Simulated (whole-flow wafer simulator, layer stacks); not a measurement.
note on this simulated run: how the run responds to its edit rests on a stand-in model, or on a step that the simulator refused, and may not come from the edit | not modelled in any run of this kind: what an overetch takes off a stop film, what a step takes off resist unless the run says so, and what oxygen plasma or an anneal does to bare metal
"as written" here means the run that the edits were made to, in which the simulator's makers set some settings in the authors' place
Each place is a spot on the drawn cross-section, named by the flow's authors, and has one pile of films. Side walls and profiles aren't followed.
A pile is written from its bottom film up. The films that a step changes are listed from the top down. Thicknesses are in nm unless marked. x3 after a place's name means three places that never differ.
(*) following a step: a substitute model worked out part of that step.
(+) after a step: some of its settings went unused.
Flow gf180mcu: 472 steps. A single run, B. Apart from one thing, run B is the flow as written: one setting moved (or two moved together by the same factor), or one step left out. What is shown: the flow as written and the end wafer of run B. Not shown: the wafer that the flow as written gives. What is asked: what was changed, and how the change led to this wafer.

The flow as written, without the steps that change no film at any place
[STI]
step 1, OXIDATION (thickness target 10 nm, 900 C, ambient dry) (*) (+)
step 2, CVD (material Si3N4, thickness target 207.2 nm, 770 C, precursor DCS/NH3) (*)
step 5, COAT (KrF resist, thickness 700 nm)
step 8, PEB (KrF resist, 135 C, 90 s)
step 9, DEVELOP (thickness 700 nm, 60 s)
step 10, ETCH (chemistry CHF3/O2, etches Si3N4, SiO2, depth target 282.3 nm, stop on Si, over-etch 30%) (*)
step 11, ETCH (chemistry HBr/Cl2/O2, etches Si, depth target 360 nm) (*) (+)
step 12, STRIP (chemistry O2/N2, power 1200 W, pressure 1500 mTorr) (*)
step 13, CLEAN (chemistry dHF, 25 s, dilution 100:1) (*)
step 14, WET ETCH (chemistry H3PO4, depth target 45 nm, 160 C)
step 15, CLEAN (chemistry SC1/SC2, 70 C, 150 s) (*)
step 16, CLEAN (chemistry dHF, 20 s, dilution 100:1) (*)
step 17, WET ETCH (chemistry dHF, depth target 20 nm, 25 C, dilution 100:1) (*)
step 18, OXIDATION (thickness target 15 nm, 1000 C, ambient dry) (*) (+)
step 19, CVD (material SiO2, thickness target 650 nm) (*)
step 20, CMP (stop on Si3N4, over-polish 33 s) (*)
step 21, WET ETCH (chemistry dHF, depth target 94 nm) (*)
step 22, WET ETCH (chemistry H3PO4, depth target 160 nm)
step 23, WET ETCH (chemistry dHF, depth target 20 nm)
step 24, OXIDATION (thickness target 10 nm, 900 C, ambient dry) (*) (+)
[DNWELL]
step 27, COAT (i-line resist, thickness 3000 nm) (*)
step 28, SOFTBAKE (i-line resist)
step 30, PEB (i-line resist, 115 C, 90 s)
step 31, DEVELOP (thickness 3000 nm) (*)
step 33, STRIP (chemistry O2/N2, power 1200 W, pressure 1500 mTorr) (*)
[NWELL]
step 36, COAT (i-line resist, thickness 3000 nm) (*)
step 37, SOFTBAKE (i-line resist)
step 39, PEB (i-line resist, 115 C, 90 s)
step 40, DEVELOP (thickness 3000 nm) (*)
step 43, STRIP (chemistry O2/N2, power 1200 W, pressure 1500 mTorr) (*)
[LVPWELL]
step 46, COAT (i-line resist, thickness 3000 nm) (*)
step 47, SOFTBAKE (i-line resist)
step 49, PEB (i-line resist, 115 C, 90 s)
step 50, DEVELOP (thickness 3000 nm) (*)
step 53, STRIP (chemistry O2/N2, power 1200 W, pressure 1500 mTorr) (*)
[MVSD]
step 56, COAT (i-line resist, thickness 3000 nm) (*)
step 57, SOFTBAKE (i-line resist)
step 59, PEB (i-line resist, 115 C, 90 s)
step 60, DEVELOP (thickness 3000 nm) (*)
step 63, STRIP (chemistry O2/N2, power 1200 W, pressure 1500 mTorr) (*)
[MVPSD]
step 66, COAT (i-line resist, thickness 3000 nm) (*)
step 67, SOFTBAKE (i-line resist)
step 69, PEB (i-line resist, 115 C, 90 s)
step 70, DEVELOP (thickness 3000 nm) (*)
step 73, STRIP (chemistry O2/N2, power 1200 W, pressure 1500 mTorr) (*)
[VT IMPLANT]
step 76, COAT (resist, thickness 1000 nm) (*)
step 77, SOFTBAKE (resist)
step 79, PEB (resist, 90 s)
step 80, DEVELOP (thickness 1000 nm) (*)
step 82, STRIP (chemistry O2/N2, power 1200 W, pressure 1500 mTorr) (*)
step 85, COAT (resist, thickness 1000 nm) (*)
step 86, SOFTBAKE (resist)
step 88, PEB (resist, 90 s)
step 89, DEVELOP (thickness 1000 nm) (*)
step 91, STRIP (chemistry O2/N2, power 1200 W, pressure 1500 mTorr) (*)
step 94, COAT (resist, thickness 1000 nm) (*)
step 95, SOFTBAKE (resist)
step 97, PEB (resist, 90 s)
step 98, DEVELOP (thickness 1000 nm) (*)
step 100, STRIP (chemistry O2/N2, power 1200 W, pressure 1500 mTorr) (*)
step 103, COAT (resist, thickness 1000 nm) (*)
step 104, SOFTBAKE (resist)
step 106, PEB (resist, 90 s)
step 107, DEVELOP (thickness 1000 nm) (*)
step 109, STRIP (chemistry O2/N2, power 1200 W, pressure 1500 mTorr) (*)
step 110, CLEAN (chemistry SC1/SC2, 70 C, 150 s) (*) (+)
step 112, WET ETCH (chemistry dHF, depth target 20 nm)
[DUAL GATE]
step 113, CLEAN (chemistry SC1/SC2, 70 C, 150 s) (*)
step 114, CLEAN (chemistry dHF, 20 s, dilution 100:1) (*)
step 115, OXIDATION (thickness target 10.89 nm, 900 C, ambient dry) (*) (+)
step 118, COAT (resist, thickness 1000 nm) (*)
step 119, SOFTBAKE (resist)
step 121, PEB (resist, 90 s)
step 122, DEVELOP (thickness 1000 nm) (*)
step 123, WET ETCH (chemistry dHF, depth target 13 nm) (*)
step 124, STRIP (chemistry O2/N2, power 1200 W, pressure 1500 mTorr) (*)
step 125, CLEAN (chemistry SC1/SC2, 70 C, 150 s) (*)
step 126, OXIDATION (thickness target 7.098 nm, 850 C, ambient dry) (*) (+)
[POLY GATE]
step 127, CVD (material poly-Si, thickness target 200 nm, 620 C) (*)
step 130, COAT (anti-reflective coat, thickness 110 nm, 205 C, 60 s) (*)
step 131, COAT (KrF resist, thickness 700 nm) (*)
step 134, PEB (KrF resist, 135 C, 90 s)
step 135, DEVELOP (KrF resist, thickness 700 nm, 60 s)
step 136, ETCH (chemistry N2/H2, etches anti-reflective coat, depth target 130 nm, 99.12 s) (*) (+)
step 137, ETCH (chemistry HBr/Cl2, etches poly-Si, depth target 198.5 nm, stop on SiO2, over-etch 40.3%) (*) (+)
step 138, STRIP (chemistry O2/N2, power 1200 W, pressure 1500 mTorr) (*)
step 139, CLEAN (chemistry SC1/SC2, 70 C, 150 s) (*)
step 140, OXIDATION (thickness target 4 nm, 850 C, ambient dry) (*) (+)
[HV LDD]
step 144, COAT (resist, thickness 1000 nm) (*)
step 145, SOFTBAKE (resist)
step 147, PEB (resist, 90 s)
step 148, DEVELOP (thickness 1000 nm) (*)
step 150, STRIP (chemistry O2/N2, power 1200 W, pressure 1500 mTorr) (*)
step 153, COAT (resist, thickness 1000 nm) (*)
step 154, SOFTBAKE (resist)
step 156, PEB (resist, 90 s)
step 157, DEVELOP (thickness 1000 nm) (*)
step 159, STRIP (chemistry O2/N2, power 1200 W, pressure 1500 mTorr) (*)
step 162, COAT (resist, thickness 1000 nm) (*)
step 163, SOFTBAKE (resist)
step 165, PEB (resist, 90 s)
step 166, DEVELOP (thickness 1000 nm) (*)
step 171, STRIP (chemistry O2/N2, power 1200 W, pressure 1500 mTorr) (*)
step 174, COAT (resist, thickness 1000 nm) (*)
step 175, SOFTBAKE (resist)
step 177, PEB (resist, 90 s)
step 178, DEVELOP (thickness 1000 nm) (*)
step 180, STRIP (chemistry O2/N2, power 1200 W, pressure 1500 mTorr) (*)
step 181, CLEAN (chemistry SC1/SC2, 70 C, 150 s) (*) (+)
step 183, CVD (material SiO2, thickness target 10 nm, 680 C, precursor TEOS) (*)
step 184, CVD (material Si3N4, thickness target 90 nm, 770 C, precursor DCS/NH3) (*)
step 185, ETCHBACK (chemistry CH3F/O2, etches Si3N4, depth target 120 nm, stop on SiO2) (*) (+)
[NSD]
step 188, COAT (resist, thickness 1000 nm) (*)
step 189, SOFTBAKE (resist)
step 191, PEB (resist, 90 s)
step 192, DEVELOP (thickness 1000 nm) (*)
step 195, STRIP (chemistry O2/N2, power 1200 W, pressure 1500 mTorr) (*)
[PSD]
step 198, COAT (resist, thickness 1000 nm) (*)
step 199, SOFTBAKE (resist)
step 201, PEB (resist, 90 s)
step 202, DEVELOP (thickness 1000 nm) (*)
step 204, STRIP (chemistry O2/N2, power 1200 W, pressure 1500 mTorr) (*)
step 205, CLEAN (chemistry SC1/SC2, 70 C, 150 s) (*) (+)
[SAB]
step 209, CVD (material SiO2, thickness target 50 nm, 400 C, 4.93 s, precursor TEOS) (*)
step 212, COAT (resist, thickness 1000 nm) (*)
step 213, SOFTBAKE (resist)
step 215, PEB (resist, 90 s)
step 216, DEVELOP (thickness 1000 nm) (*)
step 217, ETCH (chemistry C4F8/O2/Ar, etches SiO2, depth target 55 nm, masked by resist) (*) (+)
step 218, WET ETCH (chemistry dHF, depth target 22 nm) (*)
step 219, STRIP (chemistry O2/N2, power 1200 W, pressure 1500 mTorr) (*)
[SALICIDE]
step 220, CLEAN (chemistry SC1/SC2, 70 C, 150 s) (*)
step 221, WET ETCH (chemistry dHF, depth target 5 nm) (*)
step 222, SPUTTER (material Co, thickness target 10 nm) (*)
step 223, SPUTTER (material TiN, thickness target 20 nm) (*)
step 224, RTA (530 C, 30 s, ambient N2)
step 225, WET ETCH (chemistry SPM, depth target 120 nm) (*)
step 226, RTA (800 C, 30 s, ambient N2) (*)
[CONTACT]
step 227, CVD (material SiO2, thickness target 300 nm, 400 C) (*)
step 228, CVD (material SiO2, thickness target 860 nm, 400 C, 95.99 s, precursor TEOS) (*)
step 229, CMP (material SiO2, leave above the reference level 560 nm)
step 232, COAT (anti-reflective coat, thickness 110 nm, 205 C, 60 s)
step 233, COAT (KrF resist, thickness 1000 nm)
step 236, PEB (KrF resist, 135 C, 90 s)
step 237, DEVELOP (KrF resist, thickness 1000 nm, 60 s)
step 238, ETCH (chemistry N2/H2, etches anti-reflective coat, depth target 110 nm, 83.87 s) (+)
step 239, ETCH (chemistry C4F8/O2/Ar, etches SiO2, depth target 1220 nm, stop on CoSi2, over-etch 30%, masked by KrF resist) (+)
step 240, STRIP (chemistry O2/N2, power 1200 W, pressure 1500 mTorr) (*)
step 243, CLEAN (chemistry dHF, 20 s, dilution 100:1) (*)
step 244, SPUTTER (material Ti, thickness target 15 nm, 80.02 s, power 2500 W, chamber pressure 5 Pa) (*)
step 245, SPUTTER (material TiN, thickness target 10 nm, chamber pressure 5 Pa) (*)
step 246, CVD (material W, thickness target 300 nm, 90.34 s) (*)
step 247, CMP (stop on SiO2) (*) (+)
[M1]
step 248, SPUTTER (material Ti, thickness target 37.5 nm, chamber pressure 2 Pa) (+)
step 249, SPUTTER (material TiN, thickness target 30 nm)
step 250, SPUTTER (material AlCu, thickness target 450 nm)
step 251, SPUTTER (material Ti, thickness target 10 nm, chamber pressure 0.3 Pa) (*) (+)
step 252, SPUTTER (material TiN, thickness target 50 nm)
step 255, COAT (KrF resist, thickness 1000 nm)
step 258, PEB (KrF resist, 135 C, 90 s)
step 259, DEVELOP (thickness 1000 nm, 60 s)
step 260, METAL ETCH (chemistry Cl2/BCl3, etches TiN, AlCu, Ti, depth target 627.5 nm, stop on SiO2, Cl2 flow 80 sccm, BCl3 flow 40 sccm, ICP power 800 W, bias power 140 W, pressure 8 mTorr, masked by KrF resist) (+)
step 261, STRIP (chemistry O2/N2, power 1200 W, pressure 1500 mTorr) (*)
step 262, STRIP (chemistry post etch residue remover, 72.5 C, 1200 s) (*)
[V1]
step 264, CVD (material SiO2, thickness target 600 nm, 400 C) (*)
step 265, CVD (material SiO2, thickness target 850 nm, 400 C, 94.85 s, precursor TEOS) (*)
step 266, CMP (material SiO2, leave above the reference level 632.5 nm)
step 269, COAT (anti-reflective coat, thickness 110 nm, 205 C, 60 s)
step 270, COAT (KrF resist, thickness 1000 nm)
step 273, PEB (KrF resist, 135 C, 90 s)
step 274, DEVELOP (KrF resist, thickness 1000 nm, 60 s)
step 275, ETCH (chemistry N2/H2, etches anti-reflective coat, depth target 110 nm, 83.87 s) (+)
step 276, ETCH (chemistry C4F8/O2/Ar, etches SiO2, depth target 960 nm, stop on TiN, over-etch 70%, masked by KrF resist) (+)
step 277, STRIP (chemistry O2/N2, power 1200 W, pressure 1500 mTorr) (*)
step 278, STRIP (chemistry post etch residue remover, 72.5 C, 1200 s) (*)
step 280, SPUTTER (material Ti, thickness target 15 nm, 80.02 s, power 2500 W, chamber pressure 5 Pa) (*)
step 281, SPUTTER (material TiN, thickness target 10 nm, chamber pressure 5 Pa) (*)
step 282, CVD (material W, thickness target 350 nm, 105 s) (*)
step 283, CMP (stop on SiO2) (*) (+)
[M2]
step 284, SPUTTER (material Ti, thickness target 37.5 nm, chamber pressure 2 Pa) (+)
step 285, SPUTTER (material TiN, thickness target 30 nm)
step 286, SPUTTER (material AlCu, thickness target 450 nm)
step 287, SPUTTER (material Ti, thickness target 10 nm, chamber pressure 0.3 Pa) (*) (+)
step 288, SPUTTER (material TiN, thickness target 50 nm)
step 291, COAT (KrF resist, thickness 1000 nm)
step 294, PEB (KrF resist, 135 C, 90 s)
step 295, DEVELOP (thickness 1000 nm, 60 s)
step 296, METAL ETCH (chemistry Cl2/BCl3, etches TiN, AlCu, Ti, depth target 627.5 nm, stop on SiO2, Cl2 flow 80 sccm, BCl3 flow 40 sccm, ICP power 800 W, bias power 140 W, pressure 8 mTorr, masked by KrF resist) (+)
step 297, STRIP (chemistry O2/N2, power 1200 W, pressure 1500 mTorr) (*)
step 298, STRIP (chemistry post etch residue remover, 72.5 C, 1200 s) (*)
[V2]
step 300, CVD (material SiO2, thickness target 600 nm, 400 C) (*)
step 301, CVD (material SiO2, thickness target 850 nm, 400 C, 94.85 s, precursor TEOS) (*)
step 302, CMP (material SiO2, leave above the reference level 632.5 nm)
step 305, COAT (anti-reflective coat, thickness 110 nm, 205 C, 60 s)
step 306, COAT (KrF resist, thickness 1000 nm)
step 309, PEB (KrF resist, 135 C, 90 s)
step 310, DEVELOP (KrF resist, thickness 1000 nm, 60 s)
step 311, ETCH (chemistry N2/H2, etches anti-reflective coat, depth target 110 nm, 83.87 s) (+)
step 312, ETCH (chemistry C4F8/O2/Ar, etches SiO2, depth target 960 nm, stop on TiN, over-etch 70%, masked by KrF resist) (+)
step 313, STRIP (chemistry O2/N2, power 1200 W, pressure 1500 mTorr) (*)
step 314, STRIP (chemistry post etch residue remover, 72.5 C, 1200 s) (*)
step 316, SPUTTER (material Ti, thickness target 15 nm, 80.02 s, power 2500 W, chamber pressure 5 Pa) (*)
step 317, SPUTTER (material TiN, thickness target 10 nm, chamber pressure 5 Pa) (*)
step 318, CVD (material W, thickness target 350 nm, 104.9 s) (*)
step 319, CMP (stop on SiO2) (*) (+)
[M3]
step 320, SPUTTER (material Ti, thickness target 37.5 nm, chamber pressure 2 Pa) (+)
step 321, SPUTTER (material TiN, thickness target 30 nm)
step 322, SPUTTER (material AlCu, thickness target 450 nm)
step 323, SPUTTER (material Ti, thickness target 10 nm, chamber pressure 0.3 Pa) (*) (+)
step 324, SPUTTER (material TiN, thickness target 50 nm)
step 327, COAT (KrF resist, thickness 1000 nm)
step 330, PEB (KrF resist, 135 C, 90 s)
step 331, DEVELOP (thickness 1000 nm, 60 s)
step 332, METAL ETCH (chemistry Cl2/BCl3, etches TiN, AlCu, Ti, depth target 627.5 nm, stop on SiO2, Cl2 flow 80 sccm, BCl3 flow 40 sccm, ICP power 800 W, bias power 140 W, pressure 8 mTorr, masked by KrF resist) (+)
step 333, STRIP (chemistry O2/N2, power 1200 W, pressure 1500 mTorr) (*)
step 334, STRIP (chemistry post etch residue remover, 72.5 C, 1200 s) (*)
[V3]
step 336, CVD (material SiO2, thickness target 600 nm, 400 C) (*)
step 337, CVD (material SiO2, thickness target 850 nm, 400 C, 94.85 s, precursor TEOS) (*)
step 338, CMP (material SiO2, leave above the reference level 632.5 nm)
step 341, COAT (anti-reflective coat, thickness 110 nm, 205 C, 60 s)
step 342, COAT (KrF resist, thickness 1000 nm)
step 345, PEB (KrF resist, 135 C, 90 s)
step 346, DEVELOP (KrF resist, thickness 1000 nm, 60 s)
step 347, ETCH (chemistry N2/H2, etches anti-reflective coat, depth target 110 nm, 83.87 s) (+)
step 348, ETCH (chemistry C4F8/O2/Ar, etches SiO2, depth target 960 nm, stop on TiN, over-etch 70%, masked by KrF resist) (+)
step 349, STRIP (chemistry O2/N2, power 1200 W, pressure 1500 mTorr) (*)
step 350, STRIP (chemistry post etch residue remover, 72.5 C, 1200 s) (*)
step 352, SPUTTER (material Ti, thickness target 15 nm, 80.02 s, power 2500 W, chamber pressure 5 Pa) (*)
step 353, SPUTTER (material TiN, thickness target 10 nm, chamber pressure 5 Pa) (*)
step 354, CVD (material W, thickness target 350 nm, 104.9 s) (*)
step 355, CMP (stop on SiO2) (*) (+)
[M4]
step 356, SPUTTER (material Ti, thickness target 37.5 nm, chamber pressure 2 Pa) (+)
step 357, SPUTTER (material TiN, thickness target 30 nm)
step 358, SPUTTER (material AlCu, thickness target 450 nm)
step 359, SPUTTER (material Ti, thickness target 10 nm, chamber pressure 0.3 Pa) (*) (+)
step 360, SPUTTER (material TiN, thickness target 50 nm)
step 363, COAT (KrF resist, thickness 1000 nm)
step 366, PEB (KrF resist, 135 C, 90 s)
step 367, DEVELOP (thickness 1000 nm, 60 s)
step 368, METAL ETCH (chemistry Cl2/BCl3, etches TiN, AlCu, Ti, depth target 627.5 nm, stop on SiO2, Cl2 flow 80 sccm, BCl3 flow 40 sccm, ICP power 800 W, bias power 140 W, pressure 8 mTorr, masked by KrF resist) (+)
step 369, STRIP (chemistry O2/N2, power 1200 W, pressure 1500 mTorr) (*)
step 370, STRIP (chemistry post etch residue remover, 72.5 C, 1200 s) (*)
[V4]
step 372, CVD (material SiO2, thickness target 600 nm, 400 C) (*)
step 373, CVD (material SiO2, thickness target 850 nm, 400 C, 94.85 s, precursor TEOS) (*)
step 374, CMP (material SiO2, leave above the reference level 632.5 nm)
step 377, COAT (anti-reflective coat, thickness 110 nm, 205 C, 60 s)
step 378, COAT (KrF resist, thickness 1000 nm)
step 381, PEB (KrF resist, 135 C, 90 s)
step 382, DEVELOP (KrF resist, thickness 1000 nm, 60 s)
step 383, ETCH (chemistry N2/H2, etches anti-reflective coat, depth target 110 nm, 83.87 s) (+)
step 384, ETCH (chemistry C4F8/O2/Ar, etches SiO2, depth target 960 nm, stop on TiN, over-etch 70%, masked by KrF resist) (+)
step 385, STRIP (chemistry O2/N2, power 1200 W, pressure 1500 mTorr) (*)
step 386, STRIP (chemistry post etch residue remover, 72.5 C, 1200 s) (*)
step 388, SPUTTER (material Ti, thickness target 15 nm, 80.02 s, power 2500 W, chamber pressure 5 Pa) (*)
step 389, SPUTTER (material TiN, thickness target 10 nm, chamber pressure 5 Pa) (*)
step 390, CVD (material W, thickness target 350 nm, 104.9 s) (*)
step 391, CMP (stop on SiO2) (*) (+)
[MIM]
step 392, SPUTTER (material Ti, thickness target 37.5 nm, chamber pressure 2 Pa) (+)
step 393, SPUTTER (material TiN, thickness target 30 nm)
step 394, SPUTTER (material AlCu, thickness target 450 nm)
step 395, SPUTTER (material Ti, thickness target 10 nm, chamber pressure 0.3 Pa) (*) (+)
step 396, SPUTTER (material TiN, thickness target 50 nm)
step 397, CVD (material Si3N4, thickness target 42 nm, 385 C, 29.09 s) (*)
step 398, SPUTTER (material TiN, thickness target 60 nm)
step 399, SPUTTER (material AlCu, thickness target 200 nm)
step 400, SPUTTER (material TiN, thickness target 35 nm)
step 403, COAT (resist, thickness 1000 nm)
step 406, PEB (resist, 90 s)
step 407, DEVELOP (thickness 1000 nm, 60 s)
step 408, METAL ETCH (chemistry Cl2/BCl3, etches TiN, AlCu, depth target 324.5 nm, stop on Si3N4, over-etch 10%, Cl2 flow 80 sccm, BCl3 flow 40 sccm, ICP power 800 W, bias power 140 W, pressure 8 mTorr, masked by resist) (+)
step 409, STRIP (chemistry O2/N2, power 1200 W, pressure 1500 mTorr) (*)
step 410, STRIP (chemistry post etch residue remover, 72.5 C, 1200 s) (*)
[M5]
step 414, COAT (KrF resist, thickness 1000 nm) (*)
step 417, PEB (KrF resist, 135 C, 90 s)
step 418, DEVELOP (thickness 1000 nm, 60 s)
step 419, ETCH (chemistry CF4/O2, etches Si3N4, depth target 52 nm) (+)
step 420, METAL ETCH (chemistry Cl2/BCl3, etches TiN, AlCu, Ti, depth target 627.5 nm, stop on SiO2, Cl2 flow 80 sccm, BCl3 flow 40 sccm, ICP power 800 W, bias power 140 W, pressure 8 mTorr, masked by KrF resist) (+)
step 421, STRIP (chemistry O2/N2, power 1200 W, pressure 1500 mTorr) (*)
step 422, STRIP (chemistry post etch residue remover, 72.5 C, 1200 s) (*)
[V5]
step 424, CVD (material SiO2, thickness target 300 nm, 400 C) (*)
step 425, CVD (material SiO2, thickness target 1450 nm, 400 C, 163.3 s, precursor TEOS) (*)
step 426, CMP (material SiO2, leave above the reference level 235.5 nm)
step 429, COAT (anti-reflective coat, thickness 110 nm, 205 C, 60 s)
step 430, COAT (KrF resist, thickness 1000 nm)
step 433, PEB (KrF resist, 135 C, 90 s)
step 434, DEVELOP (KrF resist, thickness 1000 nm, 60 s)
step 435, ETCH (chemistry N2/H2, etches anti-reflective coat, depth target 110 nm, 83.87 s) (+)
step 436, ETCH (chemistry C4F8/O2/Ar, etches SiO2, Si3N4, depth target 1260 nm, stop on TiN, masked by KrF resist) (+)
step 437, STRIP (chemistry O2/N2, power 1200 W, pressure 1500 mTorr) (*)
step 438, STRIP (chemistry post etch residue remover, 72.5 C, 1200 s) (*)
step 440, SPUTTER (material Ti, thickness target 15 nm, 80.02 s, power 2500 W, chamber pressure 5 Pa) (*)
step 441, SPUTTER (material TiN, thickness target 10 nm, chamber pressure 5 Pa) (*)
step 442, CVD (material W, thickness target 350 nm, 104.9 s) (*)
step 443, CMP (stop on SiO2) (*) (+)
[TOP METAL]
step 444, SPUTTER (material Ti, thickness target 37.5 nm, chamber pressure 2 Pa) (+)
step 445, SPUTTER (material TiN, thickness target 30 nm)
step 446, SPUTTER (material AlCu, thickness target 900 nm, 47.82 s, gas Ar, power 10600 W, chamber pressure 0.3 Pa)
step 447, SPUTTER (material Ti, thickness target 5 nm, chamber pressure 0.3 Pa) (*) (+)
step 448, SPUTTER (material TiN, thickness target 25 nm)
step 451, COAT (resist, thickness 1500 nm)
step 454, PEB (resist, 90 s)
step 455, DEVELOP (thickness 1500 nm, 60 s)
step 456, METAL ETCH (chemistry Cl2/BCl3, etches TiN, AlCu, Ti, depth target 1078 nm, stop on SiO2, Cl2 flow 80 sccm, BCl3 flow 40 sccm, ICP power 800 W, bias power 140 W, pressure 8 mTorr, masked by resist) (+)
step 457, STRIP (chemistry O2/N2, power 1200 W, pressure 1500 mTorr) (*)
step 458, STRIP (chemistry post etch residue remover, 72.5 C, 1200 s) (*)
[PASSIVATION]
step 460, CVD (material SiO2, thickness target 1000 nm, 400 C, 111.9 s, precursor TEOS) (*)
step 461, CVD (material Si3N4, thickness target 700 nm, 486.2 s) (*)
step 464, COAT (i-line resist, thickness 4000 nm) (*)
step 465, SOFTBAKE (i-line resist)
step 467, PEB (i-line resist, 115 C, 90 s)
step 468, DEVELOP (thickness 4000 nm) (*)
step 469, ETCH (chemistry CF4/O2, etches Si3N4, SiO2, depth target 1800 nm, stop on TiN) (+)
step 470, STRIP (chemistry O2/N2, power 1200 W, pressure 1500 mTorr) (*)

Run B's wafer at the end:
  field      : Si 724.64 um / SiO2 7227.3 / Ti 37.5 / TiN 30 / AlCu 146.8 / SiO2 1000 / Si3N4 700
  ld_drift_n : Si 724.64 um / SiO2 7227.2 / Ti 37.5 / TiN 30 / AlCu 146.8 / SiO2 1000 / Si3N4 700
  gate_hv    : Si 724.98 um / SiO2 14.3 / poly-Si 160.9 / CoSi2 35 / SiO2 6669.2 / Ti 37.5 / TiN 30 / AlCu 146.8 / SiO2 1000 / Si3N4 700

The reason: step 446, SPUTTER: thickness target 1200 nm was run, whereas the flow has thickness target 900 nm.

The path from the change to this, step by step:
  step 446, SPUTTER (material AlCu, thickness target 900 nm, 47.82 s, gas Ar, power 10600 W, chamber pressure 0.3 Pa)
      field, field__w1, field__w2 and 109 more: AlCu gains 1200 (new film) (it would be, as written: AlCu gains 900 (new film))
  step 456, METAL ETCH (chemistry Cl2/BCl3, etches TiN, AlCu, Ti, depth target 1078 nm, stop on SiO2, Cl2 flow 80 sccm, BCl3 flow 40 sccm, ICP power 800 W, bias power 140 W, pressure 8 mTorr, masked by resist) (+)
      field, field__w1, field__w2 and 103 more: TiN loses 25 (all of it), Ti loses 5 (all of it), AlCu loses 1047.5 (it would be, as written: TiN loses 25 (all of it), Ti loses 5 (all of it), AlCu loses 900 (all of it), TiN loses 30 (all of it), Ti loses 37.5 (all of it))
  step 458, STRIP (chemistry post etch residue remover, 72.5 C, 1200 s) (*)
      field, field__w1, field__w2 and 103 more: AlCu loses 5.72 (it would be, as written: nothing)
  step 460, CVD (material SiO2, thickness target 1000 nm, 400 C, 111.9 s, precursor TEOS) (*)
      field, field__w1, field__w2 and 103 more: SiO2 gains 1000 (new film) (it would be, as written: SiO2 gains 1000)
  step 464, COAT (i-line resist, thickness 4000 nm) (*)
      field__w8: i-line resist gains 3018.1 (new film) (it would be, as written: i-line resist gains 3093.1 (new film))
      contact: i-line resist gains 3059.2 (new film) (it would be, as written: i-line resist gains 3153.6 (new film))
      (as well as at 4 more places)
  step 465, SOFTBAKE (i-line resist)
      field__w5, field__w9: i-line resist gains 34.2 (it would be, as written: i-line resist gains 37.3)
      field__w11, field__w13: i-line resist gains 35.5 (it would be, as written: i-line resist gains 37.9)
      (as well as at 56 more places)
  step 467, PEB (i-line resist, 115 C, 90 s)
      field__w8, m1__w1: i-line resist loses 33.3 (it would be, as written: i-line resist loses 34.7)
      contact, m1: i-line resist loses 33.6 (it would be, as written: i-line resist loses 35.1)
      (as well as at 2 more places)
  step 468, DEVELOP (thickness 4000 nm) (*)
      pad: i-line resist loses 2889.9 (all of it) (it would be, as written: i-line resist loses 2974.8 (all of it))
  step 470, STRIP (chemistry O2/N2, power 1200 W, pressure 1500 mTorr) (*)
      field__w8, m1__w1: i-line resist loses 1705.3 (all of it) (it would be, as written: i-line resist loses 1787.7 (all of it))
      contact: i-line resist loses 1722 (all of it) (it would be, as written: i-line resist loses 1811.2 (all of it))
      (as well as at 2 more places)
With metal films that touch counted as one body, field has 1 body; the flow as written gives 0 bodies.
With metal films that touch counted as one body, ld_drift_n has 1 body; the flow as written gives 0 bodies.
With metal films that touch counted as one body, gate_hv has 2 bodies (between them, from the top down: SiO2 6669.2); the flow as written gives 1 body.
